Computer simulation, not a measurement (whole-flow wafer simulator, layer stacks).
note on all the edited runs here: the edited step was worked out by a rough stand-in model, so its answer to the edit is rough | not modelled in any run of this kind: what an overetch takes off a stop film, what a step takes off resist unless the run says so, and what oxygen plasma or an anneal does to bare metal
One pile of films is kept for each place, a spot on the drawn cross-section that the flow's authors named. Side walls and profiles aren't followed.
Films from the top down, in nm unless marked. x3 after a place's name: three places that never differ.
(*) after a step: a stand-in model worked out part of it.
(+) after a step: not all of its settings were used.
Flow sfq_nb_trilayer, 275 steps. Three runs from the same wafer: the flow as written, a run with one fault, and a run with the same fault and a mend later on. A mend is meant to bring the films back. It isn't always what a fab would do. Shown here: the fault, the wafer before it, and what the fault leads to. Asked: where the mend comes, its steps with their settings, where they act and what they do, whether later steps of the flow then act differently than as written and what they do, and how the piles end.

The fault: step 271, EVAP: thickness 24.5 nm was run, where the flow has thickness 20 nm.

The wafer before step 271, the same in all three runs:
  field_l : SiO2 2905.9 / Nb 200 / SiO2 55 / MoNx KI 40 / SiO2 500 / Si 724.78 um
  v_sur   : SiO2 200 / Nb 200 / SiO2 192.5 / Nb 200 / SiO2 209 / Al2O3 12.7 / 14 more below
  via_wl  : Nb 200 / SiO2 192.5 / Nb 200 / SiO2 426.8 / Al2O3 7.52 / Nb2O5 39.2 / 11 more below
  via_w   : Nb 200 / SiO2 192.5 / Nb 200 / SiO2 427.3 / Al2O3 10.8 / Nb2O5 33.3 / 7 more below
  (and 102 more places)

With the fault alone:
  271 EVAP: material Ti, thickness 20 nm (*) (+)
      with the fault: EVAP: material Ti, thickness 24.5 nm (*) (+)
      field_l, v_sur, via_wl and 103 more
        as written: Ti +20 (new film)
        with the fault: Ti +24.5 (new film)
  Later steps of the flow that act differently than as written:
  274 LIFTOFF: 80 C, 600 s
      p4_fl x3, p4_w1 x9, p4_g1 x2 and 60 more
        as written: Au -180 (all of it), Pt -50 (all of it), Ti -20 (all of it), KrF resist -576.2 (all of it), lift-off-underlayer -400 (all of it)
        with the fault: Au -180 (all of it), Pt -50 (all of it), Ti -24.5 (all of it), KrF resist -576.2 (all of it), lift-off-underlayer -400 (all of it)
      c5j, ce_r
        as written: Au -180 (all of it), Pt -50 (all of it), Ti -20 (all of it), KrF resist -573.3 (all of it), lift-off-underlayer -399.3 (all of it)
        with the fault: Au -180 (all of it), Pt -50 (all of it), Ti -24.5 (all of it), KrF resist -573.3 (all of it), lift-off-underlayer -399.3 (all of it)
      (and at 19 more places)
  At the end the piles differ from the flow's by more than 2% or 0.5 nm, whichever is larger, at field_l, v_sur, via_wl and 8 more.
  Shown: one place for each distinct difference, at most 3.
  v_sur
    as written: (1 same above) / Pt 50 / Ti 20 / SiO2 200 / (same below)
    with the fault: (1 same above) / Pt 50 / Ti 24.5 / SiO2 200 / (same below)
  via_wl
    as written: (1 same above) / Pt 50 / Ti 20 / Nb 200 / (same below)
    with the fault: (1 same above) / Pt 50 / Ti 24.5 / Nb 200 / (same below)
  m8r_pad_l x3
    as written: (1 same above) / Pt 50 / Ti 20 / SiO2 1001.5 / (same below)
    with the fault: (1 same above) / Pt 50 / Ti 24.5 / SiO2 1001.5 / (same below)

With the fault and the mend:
  The mend comes after step 271.
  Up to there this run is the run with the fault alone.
  271a METAL ETCH: etches Ti, MoNx, depth 4.5 nm (the flow's step 190 once more, with other settings)
      field_l, v_sur, via_wl and 103 more
        Ti -4.5
  No later step of the flow acts differently than as written at any place that is followed.
  At the end the piles are the same as the flow's at every place that both follow.
